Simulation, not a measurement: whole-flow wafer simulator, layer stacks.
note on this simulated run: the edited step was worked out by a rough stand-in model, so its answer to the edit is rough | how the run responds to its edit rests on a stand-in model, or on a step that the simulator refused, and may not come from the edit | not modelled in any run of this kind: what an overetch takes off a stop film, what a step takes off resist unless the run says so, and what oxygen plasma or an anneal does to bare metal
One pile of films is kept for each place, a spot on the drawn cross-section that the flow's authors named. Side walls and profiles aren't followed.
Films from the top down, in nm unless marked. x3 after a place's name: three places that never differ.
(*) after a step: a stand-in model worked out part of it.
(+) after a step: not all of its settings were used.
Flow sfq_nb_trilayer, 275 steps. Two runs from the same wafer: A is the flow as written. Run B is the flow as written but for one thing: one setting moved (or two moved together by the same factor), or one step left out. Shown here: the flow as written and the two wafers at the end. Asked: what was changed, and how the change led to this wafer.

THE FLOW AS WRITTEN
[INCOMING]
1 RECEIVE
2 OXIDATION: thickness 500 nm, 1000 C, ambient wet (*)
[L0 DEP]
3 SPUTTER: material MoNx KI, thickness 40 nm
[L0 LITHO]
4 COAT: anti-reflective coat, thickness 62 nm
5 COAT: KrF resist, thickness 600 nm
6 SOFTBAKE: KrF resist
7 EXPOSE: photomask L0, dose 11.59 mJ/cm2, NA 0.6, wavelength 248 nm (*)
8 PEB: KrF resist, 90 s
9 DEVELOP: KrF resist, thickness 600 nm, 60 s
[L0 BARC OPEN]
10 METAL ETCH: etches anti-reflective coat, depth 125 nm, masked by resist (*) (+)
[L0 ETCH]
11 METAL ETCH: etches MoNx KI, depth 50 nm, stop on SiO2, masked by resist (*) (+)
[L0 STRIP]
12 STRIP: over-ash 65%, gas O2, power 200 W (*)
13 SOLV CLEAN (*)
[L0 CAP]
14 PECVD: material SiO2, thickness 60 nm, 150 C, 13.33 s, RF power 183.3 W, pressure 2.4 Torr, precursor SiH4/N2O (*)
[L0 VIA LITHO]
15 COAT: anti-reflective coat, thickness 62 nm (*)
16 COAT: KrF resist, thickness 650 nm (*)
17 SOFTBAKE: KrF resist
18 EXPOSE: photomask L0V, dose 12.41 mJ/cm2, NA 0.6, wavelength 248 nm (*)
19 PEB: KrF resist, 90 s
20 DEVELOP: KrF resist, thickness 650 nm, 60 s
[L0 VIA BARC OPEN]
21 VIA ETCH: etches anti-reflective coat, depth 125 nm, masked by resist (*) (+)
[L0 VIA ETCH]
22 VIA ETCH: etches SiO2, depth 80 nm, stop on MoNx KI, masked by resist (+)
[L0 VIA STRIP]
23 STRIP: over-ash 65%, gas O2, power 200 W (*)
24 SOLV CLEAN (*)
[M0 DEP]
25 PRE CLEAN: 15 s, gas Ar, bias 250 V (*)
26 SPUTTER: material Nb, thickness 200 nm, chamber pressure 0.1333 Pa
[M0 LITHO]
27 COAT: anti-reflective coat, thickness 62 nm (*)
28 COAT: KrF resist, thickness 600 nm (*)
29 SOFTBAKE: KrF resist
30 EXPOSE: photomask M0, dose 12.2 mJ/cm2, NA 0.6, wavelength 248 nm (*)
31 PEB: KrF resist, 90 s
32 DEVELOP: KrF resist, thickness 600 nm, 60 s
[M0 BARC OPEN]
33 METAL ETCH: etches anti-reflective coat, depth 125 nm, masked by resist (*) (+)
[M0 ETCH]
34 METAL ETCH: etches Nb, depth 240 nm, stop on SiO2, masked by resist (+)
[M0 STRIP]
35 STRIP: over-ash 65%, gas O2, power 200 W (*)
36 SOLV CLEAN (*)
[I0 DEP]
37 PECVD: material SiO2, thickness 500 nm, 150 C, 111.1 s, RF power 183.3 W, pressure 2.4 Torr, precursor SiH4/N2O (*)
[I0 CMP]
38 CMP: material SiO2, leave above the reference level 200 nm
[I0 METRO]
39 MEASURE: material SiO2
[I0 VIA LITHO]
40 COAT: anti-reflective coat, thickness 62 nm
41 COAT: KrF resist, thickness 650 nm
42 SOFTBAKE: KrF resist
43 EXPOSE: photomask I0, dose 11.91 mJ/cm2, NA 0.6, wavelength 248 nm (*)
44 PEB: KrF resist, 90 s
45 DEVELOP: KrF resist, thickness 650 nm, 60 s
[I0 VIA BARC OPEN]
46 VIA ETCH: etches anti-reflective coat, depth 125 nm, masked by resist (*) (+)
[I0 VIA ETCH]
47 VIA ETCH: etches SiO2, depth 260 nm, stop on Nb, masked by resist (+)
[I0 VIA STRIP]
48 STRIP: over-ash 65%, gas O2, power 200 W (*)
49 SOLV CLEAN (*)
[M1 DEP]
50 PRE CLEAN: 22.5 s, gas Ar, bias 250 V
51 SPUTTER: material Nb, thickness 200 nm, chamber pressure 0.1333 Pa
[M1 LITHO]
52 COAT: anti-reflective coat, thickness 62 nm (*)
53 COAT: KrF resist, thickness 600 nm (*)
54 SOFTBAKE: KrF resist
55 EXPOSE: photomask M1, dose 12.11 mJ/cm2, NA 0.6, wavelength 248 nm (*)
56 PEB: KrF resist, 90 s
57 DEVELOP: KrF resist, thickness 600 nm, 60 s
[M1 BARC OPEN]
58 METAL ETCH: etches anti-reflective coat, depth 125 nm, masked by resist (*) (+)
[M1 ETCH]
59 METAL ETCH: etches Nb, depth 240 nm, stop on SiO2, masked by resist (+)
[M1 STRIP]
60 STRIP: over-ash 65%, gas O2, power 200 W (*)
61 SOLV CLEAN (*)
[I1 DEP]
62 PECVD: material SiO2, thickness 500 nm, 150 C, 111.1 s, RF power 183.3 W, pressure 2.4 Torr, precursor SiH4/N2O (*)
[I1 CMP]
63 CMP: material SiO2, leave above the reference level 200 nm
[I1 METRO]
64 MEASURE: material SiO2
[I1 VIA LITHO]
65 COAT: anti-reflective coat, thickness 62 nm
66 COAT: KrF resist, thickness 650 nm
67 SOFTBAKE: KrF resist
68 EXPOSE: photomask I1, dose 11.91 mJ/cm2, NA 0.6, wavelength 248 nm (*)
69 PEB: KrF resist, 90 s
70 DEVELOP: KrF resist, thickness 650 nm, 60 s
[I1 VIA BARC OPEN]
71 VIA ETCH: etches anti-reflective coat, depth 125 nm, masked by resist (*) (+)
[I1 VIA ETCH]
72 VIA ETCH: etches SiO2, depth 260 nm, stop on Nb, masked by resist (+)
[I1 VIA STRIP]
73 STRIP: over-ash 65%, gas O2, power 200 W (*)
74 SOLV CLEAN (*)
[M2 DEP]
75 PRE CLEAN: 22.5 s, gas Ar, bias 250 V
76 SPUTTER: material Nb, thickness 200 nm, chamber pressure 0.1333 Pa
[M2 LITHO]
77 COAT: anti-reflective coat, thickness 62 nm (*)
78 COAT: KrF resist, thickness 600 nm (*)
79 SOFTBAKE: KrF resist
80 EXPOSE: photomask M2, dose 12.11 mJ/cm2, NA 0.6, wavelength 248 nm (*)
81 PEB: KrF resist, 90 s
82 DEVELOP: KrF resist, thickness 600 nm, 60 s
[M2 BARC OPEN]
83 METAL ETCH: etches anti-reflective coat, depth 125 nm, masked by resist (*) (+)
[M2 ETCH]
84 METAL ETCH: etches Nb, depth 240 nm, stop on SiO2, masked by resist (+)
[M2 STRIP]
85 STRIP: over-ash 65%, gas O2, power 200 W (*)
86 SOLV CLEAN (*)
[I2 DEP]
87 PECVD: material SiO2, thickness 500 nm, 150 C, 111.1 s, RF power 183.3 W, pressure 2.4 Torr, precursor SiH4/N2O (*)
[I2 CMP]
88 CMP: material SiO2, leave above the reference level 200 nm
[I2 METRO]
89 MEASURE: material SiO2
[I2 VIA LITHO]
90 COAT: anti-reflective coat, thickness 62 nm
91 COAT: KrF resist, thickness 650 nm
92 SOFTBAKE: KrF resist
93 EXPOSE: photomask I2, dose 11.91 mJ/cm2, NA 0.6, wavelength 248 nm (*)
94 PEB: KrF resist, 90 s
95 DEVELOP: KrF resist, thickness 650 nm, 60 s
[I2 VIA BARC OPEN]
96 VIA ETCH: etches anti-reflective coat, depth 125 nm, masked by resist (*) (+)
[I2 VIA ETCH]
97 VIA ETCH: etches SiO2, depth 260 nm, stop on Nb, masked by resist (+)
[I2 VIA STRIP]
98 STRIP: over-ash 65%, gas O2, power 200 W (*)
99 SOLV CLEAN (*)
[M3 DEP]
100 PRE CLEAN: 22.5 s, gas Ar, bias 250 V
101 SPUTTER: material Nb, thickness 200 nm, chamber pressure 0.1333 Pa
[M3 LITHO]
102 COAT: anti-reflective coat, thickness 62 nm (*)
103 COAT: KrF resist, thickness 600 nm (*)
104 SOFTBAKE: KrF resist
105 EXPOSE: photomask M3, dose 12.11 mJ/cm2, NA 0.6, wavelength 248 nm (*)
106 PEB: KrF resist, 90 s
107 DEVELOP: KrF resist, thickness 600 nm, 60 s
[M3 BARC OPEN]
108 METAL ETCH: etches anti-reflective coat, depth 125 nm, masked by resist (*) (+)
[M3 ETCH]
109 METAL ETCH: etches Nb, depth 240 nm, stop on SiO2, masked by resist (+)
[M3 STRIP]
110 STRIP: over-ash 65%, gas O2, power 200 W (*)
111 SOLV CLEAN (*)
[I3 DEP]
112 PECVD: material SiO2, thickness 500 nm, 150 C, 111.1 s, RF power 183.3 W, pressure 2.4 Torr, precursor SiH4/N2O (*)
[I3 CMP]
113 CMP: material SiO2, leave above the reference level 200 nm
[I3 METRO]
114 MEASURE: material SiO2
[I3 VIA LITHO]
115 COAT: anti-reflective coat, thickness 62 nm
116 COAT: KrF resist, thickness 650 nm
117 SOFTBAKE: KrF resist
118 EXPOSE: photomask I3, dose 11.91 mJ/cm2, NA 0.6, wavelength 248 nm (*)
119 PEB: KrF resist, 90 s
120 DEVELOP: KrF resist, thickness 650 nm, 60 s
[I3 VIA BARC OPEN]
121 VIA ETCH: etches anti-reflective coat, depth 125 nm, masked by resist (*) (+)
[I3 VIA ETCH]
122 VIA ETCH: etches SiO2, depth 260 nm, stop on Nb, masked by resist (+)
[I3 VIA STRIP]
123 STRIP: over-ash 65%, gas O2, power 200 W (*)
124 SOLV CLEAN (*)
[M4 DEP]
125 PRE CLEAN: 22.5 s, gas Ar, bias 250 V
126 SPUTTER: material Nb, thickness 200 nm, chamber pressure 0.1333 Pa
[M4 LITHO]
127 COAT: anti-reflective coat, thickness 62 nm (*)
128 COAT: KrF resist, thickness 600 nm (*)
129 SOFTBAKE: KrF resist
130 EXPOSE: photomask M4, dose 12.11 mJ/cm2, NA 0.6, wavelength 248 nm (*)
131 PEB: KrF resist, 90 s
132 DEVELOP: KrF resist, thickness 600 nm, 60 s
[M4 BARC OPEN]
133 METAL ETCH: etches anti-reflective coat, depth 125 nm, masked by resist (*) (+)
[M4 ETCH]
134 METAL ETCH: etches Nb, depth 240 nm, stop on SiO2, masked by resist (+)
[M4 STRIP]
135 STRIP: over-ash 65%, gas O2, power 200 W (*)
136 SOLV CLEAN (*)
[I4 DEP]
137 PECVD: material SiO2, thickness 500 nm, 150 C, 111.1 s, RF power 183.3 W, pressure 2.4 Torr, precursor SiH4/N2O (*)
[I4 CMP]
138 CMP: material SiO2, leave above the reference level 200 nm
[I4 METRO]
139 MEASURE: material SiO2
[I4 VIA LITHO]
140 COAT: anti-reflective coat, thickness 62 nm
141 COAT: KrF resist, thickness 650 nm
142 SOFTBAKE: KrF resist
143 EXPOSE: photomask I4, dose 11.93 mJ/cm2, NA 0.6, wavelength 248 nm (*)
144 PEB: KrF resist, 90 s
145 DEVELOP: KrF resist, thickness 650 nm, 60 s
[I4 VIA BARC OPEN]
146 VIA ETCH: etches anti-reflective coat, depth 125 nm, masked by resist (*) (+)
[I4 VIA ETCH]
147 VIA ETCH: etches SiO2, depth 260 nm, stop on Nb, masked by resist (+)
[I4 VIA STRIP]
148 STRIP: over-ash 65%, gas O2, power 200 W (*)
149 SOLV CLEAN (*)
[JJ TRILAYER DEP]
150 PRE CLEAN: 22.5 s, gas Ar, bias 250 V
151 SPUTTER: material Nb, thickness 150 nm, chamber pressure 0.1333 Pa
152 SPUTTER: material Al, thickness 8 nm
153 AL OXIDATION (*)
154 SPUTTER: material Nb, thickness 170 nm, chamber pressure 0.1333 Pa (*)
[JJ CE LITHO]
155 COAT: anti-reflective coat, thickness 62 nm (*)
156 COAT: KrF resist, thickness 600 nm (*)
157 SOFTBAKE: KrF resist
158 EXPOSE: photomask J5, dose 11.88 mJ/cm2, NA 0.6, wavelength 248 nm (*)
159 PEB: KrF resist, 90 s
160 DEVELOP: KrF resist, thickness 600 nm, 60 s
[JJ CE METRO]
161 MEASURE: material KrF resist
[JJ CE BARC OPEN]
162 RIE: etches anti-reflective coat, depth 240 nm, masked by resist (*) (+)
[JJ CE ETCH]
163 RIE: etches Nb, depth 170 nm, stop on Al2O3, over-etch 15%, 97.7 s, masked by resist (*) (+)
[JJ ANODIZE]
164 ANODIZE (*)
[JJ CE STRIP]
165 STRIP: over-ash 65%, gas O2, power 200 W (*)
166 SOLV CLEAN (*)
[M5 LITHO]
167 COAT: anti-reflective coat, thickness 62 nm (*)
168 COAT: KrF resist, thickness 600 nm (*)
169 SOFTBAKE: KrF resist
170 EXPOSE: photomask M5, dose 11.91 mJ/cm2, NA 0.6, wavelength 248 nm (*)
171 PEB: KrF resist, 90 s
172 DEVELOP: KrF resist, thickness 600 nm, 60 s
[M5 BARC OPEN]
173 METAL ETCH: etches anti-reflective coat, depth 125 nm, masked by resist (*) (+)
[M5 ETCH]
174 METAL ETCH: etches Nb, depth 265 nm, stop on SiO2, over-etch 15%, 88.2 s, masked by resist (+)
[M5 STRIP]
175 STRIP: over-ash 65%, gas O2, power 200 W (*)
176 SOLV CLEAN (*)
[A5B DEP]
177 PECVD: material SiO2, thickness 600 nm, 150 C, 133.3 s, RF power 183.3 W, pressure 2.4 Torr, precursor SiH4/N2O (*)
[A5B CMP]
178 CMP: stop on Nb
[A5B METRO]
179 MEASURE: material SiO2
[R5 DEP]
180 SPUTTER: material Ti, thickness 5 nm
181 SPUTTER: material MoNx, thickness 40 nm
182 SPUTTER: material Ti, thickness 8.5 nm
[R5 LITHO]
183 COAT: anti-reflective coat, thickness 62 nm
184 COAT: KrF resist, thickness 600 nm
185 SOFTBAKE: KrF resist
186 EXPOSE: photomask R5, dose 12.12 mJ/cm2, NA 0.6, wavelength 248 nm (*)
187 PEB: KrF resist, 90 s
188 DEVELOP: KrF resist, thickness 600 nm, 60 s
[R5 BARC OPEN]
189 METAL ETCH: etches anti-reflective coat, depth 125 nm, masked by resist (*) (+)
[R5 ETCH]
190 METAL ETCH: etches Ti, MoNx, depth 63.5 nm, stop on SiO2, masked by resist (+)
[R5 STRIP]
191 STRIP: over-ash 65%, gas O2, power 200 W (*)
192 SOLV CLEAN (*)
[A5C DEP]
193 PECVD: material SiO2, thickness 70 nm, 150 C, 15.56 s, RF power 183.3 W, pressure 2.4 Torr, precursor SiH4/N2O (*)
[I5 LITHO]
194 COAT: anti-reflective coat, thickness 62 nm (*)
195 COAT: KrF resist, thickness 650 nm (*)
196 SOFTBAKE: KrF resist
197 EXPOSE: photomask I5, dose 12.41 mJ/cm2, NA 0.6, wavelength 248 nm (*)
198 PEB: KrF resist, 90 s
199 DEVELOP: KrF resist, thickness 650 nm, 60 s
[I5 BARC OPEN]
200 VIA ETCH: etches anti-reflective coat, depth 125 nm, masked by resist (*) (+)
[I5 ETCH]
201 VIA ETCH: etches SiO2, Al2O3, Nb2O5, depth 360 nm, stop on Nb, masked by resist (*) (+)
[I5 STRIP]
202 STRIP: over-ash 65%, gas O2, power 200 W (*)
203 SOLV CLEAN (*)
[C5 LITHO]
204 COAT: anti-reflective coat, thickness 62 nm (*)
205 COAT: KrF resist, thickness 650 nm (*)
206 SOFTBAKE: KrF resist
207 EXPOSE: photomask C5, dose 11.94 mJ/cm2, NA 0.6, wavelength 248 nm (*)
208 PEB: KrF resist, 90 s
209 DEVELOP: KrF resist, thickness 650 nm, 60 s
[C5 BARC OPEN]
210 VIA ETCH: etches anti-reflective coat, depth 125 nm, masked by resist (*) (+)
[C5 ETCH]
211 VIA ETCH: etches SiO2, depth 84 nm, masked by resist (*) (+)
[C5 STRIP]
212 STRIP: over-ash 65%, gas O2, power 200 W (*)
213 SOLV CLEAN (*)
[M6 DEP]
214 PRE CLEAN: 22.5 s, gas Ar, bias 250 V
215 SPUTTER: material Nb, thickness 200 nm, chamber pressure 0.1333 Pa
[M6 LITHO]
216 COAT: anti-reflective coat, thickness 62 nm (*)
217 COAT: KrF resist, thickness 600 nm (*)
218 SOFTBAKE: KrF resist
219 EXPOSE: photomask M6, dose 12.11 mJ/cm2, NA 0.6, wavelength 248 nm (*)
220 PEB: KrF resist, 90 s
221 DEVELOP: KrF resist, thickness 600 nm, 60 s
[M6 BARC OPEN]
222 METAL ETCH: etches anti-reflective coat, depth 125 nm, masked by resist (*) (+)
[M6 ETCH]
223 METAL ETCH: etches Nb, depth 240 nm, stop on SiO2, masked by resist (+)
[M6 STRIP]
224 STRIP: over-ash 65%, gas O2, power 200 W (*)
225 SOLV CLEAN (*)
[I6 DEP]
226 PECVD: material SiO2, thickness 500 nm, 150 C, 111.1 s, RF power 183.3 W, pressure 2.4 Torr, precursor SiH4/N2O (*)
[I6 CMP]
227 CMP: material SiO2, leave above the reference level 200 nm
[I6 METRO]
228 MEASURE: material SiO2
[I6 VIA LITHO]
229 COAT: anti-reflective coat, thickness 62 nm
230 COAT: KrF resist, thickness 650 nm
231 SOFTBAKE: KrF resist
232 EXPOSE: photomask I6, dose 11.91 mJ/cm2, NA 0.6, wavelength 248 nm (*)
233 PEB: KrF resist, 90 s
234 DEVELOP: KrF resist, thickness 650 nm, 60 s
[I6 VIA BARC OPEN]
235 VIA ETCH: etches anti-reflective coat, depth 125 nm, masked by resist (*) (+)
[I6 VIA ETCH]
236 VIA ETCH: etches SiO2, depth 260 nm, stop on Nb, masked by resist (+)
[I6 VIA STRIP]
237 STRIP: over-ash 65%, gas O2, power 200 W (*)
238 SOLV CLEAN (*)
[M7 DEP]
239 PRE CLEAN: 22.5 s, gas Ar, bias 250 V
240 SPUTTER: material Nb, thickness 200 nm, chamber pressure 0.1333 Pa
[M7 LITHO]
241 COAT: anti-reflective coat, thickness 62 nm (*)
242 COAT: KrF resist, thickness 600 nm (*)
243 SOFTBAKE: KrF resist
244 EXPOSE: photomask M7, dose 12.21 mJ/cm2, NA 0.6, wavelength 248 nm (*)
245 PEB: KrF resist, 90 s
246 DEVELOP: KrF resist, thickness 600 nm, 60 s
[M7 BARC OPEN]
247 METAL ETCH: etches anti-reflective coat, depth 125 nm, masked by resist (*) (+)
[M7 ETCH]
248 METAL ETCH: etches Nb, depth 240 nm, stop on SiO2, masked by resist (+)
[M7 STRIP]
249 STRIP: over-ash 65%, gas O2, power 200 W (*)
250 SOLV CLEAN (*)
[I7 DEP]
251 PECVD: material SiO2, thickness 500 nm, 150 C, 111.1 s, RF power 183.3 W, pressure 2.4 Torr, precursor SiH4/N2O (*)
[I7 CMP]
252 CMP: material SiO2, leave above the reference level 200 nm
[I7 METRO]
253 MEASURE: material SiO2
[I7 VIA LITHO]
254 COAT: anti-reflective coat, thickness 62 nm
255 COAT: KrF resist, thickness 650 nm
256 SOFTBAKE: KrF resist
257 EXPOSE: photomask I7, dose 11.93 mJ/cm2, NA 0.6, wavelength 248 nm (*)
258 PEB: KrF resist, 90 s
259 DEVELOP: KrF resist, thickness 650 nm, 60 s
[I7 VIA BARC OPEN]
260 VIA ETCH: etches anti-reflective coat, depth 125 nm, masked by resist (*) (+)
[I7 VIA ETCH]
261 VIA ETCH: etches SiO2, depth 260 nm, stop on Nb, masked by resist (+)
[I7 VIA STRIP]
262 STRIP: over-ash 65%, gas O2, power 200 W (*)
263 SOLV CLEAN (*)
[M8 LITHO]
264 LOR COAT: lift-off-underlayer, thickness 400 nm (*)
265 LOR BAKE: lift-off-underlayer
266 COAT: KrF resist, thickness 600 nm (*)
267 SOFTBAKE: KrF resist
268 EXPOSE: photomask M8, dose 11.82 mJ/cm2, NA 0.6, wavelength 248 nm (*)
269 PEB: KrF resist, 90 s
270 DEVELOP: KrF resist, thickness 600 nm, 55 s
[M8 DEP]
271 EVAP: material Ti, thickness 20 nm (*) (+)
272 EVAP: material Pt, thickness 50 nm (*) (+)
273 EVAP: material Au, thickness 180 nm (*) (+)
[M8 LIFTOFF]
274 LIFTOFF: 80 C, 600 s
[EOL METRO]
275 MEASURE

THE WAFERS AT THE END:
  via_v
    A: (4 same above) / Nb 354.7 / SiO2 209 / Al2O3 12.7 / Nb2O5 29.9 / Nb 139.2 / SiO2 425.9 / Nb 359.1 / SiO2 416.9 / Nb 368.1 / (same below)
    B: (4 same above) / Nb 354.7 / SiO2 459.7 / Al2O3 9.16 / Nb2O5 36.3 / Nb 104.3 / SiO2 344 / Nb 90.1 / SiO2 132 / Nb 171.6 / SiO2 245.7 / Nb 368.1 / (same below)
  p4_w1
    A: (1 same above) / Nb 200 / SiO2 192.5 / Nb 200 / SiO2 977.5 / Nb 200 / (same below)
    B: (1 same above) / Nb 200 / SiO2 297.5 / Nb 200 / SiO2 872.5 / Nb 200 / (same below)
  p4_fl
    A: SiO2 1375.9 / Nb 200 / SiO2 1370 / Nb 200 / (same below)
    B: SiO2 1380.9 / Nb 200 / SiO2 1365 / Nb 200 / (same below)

The cause: step 87, PECVD: thickness 295 nm was run, where the flow has thickness 500 nm; step 87, PECVD: 65.56 s was run, where the flow has 111.1 s.

How the change led to this, step by step:
  87 PECVD: material SiO2, thickness 500 nm, 150 C, 111.1 s, RF power 183.3 W, pressure 2.4 Torr, precursor SiH4/N2O (*)
      field_l, be, be_sur and 81 more: A SiO2 +500 | B SiO2 +295
      v_sur, via_wl, via_w and 18 more: A SiO2 +500 (new film) | B SiO2 +295 (new film)
      (and at 1 more place)
  88 CMP: material SiO2, leave above the reference level 200 nm
      field_l, be, be_sur and 81 more: A SiO2 -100 | B nothing
      via_v: A SiO2 -181.6 | B nothing
      (and at 21 more places)
  90 COAT: anti-reflective coat, thickness 62 nm
      ce_l, p3_s2, p3_l5, p3_s5, m0r_line_l, m6r_line_l, m7r_line_l: A anti-reflective coat +62 (new film) | B anti-reflective coat +63.3 (new film)
      jj_sur, m0r_line_r, m6r_line_r, m7r_line_r: A anti-reflective coat +62 (new film) | B anti-reflective coat +63.4 (new film)
      (and at 66 more places)
  91 COAT: KrF resist, thickness 650 nm
      m0r_line_l, r5r_line_r, m6r_line_l, m7r_line_l: A KrF resist +650 (new film) | B KrF resist +670.8 (new film)
      m0r_line_r, m6r_line_r, m7r_line_r: A KrF resist +650 (new film) | B KrF resist +670.7 (new film)
      (and at 35 more places)
  95 DEVELOP: KrF resist, thickness 650 nm, 60 s
      via_w: A KrF resist -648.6 (all of it) | B KrF resist -611.2 (all of it)
  96 VIA ETCH: etches anti-reflective coat, depth 125 nm, masked by resist (*) (+)
      field_l, v_sur, via_wl and 102 more: A KrF resist -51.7 | B KrF resist -44.5
      via_w: A anti-reflective coat -62 (all of it), SiO2 -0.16 | B anti-reflective coat -53.4 (all of it), SiO2 -0.13
  98 STRIP: over-ash 65%, gas O2, power 200 W (*)
      m0r_line_l, m6r_line_l, m7r_line_l: A KrF resist -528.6 (all of it), anti-reflective coat -62 (all of it) | B KrF resist -556.5 (all of it), anti-reflective coat -63.3 (all of it)
      m0r_space_l, m6r_space_l, m7r_space_l: A KrF resist -528.6 (all of it), anti-reflective coat -62 (all of it) | B KrF resist -548.1 (all of it), anti-reflective coat -76.4 (all of it)
      (and at 90 more places)
  101 SPUTTER: material Nb, thickness 200 nm, chamber pressure 0.1333 Pa
      via_v: A Nb +200 (new film) | B Nb +171.6 (new film)
  102 COAT: anti-reflective coat, thickness 62 nm (*)
      p3_s1, l0r_space_c, m0r_line_r, m6r_line_r, m7r_line_r: A anti-reflective coat +62 (new film) | B anti-reflective coat +63.6 (new film)
      wl_a_sr, wl_b_sl, wl_b_m5: A anti-reflective coat +62 (new film) | B anti-reflective coat +59.4 (new film)
      (and at 65 more places)
  103 COAT: KrF resist, thickness 600 nm (*)
      m0r_line_l, m6r_line_l, m7r_line_l: A KrF resist +600 (new film) | B KrF resist +618.4 (new film)
      m0r_space_l, m6r_space_l, m7r_space_l: A KrF resist +600 (new film) | B KrF resist +613 (new film)
      (and at 44 more places)
  107 DEVELOP: KrF resist, thickness 600 nm, 60 s
      m0r_line_l, m6r_line_l, m7r_line_l: A KrF resist -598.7 (all of it) | B KrF resist -617.1 (all of it)
      m0r_space_l, m6r_space_l, m7r_space_l: A KrF resist -598.7 (all of it) | B KrF resist -611.7 (all of it)
      (and at 28 more places)
  108 METAL ETCH: etches anti-reflective coat, depth 125 nm, masked by resist (*) (+)
      v_sur, via_wl, via_w and 28 more: A KrF resist -51.7 | B KrF resist -63.4
      p3_s1, l0r_space_c, m0r_line_r, m6r_line_r, m7r_line_r: A anti-reflective coat -62 (all of it) | B anti-reflective coat -63.6 (all of it)
      (and at 44 more places)
  110 STRIP: over-ash 65%, gas O2, power 200 W (*)
      wl_a_sr, wl_b_sl: A KrF resist -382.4 (all of it), anti-reflective coat -62 (all of it) | B KrF resist -360.1 (all of it), anti-reflective coat -59.4 (all of it)
      v_sur: A KrF resist -365.3 (all of it), anti-reflective coat -61.1 (all of it) | B KrF resist -311.8 (all of it), anti-reflective coat -44.3 (all of it)
      (and at 27 more places)
  112 PECVD: material SiO2, thickness 500 nm, 150 C, 111.1 s, RF power 183.3 W, pressure 2.4 Torr, precursor SiH4/N2O (*)
      via_v: A SiO2 +500 (new film) | B SiO2 +556.7 (new film)
  113 CMP: material SiO2, leave above the reference level 200 nm
      field_l, be, be_sur and 64 more: A SiO2 -100 | B nothing
      p4_w1, p4_w2, p4_w3 and 6 more: A SiO2 -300 | B SiO2 -195
      (and at 9 more places)
  115 COAT: anti-reflective coat, thickness 62 nm
      m5r_linepad_l, m5r_linepad_r, r5r_spacepad_l, r5r_spacepad_r: A anti-reflective coat +62 (new film) | B anti-reflective coat +64.1 (new film)
      m8r_pad_l, m8r_pad_r: A anti-reflective coat +62 (new film) | B anti-reflective coat +63.4 (new film)
  ... 27 more steps ...
  178 CMP: stop on Nb
      via_v: A SiO2 -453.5 | B SiO2 -340.8
Counting metal films that touch as one body, via_v has 7 bodies (between them, from the top down: SiO2 437.8; SiO2 459.7 / Al2O3 9.16 / Nb2O5 36.3; SiO2 344; SiO2 132; SiO2 245.7; SiO2 192.5); the flow as written gives 6 bodies (between them, from the top down: SiO2 437.8; SiO2 209 / Al2O3 12.7 / Nb2O5 29.9; SiO2 425.9; SiO2 416.9; SiO2 192.5).
